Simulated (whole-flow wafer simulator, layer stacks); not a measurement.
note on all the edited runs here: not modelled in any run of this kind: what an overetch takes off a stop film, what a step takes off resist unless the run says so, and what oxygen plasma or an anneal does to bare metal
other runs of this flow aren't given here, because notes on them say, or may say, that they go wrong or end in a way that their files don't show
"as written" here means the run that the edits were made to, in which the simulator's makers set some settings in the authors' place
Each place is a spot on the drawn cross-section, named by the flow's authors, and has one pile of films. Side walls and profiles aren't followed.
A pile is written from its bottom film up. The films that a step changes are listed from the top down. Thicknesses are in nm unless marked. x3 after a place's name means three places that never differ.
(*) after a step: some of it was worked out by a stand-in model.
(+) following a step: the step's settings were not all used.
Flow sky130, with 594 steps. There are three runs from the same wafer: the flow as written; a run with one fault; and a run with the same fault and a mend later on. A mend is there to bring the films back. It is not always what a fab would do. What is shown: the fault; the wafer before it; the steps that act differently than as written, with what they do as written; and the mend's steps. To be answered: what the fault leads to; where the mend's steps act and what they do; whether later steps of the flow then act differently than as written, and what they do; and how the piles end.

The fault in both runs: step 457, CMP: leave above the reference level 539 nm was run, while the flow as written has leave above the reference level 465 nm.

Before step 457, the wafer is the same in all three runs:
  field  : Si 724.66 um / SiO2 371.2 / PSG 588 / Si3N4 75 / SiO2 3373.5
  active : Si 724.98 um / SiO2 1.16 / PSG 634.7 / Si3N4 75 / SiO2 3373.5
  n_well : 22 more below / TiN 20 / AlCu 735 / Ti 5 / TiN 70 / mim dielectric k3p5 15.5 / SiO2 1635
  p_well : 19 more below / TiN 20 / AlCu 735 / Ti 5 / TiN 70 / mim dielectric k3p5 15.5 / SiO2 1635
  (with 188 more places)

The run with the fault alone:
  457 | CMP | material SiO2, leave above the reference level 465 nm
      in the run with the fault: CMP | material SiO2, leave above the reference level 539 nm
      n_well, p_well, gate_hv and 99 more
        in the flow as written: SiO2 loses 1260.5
        in the run with the fault: SiO2 loses 1186.5
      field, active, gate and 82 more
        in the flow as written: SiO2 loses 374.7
        in the run with the fault: SiO2 loses 300.7
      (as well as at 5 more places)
  Steps further on in the flow that do not act as written:
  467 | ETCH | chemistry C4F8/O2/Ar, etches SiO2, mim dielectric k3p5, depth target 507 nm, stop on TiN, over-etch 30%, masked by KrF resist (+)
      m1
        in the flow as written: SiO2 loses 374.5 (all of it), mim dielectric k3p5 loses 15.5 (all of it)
        in the run with the fault: SiO2 loses 448.5 (all of it), mim dielectric k3p5 loses 15.5 (all of it)
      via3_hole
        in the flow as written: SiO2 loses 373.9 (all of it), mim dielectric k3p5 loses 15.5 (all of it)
        in the run with the fault: SiO2 loses 447.9 (all of it), mim dielectric k3p5 loses 15.5 (all of it)
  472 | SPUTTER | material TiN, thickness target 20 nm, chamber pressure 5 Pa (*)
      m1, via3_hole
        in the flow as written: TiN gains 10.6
        in the run with the fault: TiN gains 9.61
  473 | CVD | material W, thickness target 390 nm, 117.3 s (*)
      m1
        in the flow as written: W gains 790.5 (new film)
        in the run with the fault: W gains 865.4 (new film)
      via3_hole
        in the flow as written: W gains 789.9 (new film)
        in the run with the fault: W gains 864.8 (new film)
  By the end, the piles at n_well, p_well, gate_hv and 115 more depart from the flow's by more than 2% or 0.5 nm, whichever is larger.
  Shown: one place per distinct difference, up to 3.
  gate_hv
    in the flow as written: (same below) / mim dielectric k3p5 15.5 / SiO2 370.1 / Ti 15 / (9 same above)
    in the run with the fault: (same below) / mim dielectric k3p5 15.5 / SiO2 444.1 / Ti 15 / (9 same above)
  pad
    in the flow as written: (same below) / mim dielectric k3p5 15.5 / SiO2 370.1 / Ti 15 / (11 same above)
    in the run with the fault: (same below) / mim dielectric k3p5 15.5 / SiO2 444.1 / Ti 15 / (11 same above)
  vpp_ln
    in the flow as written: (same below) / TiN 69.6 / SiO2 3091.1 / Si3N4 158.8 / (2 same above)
    in the run with the fault: (same below) / TiN 69.6 / SiO2 3165.1 / Si3N4 158.8 / (2 same above)

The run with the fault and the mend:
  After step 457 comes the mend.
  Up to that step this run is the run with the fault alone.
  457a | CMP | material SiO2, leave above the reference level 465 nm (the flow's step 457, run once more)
      field, active, n_well and 189 more
        SiO2 loses 74
  Later steps of the flow that are run all act as written at every place that is followed.
  At every place that both follow, the piles at the end match the flow's.
